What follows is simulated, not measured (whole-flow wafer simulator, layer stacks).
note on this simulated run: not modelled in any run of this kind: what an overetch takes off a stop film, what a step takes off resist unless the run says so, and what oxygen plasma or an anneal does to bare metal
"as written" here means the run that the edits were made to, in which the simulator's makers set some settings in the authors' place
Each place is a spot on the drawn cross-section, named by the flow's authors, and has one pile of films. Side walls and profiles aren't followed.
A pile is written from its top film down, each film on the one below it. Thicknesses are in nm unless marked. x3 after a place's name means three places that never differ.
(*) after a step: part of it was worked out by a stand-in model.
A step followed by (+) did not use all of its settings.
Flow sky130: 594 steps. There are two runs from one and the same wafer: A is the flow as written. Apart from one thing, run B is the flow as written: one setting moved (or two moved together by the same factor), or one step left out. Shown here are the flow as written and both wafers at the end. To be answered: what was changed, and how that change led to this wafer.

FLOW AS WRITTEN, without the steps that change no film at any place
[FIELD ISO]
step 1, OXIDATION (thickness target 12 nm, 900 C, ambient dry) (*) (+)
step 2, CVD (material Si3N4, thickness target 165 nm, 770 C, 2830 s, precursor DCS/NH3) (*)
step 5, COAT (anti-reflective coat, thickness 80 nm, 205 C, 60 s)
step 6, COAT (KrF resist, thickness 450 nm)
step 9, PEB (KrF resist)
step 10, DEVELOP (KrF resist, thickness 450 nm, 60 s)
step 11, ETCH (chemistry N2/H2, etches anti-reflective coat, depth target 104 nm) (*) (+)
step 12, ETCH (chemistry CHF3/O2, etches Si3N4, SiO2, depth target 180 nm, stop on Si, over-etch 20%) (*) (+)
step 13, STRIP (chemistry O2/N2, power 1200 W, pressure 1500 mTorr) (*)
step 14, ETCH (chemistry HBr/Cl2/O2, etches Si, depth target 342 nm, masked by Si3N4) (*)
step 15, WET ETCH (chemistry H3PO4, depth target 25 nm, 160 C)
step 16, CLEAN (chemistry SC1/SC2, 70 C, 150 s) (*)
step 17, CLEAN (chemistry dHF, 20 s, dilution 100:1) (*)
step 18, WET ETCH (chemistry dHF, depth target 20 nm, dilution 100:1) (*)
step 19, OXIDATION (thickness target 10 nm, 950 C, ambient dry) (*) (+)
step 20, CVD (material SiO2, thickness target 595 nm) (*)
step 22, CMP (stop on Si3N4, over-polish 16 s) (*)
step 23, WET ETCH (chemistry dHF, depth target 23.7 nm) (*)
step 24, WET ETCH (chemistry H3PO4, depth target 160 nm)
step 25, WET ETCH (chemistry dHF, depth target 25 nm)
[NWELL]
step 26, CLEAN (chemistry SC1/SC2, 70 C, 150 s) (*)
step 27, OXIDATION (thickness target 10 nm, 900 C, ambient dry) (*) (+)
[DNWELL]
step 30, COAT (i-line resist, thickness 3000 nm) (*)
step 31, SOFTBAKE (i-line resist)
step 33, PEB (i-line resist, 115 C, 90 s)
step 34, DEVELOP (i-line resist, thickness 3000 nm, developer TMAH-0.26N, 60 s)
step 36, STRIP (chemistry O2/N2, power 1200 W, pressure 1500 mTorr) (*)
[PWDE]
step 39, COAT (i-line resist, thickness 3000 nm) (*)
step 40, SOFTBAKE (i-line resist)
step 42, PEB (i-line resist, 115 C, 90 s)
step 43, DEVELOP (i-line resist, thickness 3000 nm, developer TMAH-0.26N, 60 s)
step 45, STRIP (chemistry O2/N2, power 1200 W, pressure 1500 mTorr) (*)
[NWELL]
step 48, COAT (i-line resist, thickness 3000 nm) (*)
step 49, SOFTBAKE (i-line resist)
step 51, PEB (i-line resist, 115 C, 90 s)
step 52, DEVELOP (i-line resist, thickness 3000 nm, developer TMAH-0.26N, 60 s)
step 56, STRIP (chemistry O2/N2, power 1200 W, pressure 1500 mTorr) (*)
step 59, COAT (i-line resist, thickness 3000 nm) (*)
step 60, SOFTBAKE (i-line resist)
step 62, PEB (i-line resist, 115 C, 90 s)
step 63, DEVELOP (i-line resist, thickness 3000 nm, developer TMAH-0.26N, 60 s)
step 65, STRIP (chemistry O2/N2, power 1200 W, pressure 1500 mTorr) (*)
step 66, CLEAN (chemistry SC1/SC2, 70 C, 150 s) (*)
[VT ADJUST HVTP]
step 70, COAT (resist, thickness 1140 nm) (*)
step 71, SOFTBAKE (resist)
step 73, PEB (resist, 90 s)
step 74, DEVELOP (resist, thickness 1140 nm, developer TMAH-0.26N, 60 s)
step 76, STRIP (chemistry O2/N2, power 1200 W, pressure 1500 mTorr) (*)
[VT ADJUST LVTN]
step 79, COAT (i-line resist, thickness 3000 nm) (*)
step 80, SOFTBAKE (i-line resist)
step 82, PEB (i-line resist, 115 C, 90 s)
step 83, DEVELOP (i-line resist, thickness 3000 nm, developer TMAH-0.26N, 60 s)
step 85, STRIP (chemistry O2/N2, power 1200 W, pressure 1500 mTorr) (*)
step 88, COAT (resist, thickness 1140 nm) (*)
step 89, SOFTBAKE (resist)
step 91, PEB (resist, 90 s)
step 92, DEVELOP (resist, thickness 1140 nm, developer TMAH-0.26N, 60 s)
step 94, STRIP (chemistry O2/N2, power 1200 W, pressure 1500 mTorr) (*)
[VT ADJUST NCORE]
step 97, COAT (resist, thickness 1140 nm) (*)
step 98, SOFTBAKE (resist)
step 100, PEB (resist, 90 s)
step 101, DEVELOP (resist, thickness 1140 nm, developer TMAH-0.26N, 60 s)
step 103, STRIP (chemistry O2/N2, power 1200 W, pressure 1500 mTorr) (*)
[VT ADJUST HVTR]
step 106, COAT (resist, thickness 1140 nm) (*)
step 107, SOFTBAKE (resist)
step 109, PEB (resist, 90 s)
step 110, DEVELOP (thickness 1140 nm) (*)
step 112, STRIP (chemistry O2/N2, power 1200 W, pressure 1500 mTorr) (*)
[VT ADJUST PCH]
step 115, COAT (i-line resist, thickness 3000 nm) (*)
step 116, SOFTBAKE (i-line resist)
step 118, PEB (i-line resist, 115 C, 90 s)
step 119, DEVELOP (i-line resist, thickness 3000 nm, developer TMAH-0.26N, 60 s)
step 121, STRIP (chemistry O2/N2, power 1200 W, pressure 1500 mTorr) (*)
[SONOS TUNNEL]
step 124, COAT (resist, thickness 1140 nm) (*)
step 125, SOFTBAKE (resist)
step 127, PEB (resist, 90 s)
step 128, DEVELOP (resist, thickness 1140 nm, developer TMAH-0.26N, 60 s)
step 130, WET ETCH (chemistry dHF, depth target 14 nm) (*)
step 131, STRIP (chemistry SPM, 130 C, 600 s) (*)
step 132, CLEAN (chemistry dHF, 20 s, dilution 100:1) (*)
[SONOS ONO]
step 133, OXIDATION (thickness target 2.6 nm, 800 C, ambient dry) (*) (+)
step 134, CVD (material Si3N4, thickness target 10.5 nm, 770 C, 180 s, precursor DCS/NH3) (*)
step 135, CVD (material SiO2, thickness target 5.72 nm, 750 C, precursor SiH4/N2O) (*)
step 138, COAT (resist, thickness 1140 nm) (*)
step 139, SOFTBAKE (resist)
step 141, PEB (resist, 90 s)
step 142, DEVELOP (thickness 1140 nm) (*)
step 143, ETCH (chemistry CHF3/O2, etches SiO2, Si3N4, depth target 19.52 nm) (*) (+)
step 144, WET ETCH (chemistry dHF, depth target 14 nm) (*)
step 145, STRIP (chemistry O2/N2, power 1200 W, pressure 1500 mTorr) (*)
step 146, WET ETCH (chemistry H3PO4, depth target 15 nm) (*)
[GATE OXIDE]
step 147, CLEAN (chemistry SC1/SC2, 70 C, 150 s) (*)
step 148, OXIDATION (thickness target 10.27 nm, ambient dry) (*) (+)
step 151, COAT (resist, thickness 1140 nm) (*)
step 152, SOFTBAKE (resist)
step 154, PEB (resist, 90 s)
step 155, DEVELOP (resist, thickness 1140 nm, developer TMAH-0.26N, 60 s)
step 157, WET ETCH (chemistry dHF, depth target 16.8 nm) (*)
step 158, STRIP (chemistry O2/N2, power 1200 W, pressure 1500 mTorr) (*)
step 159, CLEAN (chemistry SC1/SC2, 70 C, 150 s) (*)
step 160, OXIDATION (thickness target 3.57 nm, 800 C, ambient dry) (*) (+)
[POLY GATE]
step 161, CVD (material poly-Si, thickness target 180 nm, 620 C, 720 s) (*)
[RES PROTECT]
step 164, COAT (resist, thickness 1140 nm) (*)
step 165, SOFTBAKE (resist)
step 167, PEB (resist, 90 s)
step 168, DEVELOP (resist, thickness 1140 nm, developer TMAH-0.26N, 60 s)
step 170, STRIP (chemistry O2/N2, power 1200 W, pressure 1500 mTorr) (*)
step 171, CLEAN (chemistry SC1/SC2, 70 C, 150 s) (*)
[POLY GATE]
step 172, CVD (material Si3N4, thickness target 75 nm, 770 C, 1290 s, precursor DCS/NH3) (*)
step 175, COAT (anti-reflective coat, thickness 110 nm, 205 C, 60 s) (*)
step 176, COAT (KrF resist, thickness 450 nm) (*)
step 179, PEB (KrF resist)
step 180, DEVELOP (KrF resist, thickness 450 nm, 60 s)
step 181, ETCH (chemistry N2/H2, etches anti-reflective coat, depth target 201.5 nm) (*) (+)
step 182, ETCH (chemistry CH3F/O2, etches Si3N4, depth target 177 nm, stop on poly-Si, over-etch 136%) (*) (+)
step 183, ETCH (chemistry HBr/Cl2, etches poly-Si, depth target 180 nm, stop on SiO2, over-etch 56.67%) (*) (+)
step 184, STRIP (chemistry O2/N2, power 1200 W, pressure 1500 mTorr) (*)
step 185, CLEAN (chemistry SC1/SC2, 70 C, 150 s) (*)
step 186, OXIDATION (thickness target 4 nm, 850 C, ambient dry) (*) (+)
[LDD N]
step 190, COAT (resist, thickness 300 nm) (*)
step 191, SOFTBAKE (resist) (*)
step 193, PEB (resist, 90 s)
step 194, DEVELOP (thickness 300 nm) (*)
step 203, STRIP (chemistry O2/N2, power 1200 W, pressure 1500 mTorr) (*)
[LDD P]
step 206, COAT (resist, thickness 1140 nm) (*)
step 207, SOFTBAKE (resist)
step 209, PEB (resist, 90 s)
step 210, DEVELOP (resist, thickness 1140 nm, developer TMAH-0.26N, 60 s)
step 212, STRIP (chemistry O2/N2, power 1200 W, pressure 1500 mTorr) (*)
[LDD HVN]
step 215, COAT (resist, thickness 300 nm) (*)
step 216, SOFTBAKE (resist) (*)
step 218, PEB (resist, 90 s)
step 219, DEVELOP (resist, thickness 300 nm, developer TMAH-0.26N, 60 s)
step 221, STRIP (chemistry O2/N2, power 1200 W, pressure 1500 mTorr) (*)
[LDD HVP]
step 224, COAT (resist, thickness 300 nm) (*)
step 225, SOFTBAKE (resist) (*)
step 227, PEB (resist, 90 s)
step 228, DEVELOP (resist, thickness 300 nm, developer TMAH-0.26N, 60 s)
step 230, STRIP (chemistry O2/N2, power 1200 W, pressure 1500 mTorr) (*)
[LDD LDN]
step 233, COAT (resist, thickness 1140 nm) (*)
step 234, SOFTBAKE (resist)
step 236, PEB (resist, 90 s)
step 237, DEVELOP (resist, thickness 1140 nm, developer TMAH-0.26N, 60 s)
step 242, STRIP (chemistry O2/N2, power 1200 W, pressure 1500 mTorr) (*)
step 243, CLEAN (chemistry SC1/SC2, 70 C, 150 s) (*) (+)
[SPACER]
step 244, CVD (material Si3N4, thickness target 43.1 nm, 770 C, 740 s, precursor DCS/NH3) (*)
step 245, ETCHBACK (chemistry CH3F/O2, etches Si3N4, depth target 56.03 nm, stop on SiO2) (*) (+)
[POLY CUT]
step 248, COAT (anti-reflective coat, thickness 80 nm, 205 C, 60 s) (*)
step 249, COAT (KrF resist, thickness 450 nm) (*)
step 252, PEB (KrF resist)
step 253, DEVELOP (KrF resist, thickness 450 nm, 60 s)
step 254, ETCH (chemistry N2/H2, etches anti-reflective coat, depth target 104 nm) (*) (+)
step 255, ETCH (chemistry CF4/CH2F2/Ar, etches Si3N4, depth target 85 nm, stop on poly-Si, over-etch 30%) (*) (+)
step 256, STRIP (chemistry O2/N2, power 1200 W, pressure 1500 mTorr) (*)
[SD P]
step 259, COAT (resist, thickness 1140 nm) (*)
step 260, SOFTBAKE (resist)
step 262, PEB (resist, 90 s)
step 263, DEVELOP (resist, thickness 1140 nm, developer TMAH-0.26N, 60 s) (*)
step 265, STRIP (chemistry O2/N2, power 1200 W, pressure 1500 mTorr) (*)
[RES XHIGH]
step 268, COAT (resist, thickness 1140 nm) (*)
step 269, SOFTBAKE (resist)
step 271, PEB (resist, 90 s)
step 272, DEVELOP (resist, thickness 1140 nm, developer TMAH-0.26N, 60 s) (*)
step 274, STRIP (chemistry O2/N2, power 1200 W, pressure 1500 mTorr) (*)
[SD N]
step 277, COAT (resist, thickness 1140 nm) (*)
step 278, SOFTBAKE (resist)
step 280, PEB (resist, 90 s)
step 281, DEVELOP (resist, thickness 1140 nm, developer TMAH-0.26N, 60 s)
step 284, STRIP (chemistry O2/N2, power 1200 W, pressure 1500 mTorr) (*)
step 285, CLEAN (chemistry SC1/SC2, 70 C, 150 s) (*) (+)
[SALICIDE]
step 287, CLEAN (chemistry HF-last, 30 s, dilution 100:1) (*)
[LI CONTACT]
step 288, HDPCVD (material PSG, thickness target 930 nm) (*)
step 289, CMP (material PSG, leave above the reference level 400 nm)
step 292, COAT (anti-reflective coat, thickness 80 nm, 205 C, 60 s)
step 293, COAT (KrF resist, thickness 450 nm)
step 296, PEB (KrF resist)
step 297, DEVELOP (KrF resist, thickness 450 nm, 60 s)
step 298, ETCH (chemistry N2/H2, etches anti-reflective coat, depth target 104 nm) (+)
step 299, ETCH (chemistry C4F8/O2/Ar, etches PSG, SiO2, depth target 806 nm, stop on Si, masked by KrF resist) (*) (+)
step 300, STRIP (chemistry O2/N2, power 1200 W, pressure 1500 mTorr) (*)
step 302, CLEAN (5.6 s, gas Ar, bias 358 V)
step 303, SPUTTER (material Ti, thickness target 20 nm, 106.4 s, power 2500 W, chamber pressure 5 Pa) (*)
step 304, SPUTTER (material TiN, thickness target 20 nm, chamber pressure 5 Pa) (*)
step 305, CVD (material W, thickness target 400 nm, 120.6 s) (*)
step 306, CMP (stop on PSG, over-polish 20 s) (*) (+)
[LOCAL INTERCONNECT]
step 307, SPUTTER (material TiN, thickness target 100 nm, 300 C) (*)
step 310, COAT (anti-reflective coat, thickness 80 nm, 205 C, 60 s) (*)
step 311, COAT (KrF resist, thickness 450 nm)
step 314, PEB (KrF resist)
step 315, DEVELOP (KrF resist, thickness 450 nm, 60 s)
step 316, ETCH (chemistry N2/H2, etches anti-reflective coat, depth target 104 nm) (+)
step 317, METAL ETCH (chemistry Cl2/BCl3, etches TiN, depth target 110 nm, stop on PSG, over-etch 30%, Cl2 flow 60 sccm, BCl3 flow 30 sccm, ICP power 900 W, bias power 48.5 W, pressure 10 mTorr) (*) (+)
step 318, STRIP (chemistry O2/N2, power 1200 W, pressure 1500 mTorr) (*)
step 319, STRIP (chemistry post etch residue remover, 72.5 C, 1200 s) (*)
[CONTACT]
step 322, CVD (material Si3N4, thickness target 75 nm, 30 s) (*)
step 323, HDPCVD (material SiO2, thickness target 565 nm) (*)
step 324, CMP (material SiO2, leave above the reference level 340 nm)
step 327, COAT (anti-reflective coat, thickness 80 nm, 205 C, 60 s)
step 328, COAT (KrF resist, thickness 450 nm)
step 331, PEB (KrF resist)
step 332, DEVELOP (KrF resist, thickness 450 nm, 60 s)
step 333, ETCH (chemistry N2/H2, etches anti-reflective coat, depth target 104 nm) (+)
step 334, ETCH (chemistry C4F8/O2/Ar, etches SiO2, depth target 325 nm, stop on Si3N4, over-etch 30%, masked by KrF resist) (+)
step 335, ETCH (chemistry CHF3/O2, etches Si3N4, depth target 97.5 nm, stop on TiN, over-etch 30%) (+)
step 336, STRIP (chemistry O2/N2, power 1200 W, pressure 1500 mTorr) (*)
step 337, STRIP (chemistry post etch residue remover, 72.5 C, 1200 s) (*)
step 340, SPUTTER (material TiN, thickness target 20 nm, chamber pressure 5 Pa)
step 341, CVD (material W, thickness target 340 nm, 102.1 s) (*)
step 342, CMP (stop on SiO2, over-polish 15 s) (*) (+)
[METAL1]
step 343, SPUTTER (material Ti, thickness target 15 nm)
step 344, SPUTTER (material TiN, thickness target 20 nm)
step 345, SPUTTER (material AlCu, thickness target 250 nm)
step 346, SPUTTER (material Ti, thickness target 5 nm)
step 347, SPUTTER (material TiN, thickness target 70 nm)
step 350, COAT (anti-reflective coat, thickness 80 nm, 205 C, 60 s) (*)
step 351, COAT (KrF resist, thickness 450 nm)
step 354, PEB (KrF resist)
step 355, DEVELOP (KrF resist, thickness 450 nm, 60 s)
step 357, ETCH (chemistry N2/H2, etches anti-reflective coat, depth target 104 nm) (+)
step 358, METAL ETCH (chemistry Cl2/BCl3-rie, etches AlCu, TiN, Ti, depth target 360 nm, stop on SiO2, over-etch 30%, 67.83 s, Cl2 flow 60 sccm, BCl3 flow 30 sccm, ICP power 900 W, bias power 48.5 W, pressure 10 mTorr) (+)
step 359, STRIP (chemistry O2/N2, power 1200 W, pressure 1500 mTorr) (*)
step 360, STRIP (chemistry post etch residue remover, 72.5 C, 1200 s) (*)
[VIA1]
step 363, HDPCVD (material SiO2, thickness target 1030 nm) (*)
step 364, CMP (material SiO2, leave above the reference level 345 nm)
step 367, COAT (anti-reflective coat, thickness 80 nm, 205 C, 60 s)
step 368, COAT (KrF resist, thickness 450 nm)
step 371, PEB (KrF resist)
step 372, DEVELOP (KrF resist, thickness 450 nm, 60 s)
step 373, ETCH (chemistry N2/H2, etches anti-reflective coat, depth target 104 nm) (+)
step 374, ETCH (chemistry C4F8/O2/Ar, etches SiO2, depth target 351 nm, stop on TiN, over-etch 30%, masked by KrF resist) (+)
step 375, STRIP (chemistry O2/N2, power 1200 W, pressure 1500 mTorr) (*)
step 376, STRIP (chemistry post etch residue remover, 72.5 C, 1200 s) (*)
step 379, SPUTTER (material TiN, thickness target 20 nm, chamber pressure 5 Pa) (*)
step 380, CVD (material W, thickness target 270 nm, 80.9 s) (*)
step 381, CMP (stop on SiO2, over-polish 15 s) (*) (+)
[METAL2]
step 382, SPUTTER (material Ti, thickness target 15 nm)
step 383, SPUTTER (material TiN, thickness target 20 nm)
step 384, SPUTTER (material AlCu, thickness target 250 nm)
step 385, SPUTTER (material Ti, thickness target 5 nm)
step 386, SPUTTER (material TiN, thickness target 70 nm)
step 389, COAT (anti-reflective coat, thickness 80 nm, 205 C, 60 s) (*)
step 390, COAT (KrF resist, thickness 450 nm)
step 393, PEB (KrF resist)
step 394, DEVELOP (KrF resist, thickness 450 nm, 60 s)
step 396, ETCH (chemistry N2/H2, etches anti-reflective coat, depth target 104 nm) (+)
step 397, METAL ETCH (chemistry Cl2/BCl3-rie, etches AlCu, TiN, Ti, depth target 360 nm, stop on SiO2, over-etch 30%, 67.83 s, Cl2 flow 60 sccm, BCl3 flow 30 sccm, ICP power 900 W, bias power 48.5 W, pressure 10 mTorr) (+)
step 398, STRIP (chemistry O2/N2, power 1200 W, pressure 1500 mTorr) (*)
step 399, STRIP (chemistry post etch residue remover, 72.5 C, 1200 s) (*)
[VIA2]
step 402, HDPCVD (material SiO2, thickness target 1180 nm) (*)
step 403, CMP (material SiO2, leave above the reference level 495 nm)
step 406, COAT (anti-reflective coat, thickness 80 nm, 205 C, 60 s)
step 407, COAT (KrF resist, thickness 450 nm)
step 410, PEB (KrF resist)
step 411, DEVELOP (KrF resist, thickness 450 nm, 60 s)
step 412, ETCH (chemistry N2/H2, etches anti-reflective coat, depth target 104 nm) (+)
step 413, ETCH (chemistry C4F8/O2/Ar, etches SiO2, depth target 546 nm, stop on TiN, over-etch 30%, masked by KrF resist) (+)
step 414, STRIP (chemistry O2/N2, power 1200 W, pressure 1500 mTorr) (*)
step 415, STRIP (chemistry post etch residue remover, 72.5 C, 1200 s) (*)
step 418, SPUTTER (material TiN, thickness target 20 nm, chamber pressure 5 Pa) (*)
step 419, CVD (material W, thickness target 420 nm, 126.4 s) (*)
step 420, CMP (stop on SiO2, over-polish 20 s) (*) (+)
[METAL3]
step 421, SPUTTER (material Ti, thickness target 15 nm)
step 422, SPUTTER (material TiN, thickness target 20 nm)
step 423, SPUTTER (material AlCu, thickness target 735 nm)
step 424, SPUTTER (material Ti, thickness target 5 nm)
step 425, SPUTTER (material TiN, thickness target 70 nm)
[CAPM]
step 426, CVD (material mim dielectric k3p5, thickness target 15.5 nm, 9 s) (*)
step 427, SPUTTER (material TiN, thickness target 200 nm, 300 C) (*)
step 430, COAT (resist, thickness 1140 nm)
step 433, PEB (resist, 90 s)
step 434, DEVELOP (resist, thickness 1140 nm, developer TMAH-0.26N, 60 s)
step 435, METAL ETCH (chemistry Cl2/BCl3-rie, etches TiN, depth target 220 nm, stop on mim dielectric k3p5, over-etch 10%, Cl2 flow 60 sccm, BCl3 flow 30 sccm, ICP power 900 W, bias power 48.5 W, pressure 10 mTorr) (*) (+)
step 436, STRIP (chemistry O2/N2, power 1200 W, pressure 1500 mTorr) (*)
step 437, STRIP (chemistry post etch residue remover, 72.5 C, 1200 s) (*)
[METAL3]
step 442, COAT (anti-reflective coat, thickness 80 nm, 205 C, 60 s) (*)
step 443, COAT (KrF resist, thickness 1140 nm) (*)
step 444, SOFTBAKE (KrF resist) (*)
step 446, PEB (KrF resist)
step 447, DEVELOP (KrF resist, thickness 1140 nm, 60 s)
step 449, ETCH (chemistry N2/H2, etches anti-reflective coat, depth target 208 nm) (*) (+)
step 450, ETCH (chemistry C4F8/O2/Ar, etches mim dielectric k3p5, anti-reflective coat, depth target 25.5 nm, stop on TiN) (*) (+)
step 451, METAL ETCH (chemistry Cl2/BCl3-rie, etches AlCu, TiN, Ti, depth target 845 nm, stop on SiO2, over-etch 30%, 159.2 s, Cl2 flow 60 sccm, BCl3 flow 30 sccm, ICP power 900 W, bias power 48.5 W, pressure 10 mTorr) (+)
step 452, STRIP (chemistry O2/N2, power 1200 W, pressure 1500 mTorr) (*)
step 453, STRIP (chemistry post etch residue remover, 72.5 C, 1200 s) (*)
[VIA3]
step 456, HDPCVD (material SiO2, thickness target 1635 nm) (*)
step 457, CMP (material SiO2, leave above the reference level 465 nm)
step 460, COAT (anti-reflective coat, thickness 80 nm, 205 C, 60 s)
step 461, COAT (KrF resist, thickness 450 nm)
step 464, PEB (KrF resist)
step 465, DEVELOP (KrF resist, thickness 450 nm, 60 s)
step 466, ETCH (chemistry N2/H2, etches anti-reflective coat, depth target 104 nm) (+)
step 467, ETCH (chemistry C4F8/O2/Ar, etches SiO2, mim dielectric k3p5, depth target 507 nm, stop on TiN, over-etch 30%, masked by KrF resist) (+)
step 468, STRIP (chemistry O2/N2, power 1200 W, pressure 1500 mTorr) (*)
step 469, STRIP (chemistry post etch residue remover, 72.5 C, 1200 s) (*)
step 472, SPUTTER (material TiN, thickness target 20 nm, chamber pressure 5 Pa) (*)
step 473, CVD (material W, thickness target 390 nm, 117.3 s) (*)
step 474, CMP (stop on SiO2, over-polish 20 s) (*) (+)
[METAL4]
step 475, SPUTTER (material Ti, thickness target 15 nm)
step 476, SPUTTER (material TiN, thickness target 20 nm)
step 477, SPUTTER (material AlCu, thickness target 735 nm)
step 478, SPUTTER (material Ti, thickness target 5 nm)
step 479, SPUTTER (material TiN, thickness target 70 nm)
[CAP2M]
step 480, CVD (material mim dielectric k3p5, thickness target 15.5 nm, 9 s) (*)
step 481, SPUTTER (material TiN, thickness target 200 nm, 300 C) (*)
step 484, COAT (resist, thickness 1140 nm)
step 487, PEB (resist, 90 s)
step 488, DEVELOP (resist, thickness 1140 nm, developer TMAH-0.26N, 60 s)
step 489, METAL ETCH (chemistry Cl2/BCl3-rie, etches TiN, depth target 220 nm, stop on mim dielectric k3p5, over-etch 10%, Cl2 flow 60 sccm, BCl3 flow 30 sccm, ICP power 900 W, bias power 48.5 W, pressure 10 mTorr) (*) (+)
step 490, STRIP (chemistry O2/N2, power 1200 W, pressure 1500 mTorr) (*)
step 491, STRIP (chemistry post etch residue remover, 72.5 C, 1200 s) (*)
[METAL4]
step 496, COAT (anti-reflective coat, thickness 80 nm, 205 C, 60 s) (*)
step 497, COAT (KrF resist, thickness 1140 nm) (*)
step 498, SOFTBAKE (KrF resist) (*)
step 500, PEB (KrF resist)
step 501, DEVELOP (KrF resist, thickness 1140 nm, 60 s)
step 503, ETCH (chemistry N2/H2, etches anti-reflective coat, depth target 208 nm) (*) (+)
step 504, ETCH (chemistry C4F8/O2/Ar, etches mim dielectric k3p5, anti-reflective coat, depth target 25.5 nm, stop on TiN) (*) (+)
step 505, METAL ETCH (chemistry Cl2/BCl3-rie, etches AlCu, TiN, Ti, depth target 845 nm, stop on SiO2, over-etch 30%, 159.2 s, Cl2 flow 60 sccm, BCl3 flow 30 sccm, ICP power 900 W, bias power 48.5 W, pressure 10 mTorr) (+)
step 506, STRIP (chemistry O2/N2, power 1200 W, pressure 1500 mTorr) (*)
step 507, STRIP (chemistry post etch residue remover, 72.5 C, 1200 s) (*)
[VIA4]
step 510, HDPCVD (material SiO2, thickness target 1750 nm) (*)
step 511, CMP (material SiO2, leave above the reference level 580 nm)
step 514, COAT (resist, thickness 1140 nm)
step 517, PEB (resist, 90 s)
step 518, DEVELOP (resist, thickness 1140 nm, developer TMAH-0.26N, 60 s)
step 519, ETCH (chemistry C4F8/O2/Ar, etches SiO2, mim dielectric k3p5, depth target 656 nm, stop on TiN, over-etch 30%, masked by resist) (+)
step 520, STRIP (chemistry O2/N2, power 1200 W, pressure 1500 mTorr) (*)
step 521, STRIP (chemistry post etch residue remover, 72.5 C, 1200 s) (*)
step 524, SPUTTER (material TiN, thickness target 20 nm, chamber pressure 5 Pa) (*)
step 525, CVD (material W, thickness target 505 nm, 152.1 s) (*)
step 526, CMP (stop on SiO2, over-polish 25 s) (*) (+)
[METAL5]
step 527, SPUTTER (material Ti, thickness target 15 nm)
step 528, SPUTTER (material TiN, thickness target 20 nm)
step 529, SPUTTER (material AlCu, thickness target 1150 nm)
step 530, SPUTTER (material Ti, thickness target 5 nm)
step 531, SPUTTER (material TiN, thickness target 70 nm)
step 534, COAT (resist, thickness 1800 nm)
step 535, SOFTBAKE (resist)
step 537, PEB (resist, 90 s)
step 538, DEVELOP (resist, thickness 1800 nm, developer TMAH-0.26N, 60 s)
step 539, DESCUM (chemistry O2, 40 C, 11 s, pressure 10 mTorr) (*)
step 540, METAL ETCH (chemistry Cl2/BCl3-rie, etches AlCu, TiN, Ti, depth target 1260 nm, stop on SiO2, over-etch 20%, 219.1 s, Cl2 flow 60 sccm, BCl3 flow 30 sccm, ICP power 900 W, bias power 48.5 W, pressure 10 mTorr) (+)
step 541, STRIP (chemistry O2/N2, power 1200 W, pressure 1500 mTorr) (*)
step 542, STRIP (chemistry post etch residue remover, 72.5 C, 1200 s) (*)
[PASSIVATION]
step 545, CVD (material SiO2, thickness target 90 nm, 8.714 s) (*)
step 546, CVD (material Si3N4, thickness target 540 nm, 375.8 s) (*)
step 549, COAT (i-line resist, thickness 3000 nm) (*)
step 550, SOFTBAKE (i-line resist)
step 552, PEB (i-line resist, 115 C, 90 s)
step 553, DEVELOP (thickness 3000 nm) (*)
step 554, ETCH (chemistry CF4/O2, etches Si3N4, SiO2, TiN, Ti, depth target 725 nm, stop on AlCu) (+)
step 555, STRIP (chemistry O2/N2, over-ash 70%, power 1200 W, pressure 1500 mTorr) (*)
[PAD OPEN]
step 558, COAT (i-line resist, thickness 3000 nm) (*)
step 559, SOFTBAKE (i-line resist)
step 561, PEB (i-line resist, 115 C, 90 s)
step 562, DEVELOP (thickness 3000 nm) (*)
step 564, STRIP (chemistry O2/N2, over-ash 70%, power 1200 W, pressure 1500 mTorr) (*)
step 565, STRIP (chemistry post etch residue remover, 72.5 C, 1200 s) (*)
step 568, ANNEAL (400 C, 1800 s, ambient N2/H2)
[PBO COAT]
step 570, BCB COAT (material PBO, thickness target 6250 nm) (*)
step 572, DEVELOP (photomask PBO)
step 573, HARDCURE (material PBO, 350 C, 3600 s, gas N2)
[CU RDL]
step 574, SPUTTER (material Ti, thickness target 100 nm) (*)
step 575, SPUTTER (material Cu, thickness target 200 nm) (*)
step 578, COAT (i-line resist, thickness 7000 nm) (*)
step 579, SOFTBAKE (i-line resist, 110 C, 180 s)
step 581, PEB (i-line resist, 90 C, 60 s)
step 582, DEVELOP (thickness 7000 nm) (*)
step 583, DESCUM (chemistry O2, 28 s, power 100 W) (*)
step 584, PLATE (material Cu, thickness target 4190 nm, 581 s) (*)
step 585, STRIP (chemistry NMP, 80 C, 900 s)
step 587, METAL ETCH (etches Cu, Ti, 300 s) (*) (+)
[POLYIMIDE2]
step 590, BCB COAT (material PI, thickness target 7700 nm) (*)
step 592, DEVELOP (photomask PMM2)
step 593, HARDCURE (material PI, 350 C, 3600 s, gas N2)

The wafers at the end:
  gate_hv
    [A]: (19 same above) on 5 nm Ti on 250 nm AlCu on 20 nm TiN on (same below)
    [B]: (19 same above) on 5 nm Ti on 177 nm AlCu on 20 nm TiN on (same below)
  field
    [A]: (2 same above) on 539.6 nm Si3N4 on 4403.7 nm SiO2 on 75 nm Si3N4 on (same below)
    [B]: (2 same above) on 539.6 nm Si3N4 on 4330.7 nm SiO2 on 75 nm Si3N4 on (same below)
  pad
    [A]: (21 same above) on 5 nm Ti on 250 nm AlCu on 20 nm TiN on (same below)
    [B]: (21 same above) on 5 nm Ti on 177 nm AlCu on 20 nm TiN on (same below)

The reason: step 384, SPUTTER: thickness target 177 nm was run, whereas the flow has thickness target 250 nm.
The wafer itself shows it: gate_hv has AlCu 177, and step 384 as written asks for 250 nm.

Step by step, how the change led to this:
  step 384, SPUTTER (material AlCu, thickness target 250 nm)
      field, active, n_well and 188 more: A +250 AlCu (new film) | B +177 AlCu (new film)
  step 397, METAL ETCH (chemistry Cl2/BCl3-rie, etches AlCu, TiN, Ti, depth target 360 nm, stop on SiO2, over-etch 30%, 67.83 s, Cl2 flow 60 sccm, BCl3 flow 30 sccm, ICP power 900 W, bias power 48.5 W, pressure 10 mTorr) (+)
      field, active, gate and 82 more: A -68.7 TiN (all of it), -5 Ti (all of it), -250 AlCu (all of it), -20 TiN (all of it), -15 Ti (all of it), -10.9 SiO2 | B -68.7 TiN (all of it), -5 Ti (all of it), -177 AlCu (all of it), -20 TiN (all of it), -15 Ti (all of it), -18.2 SiO2
  step 403, CMP (material SiO2, leave above the reference level 495 nm)
      field, active, gate and 82 more: A -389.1 SiO2 | B -454.8 SiO2
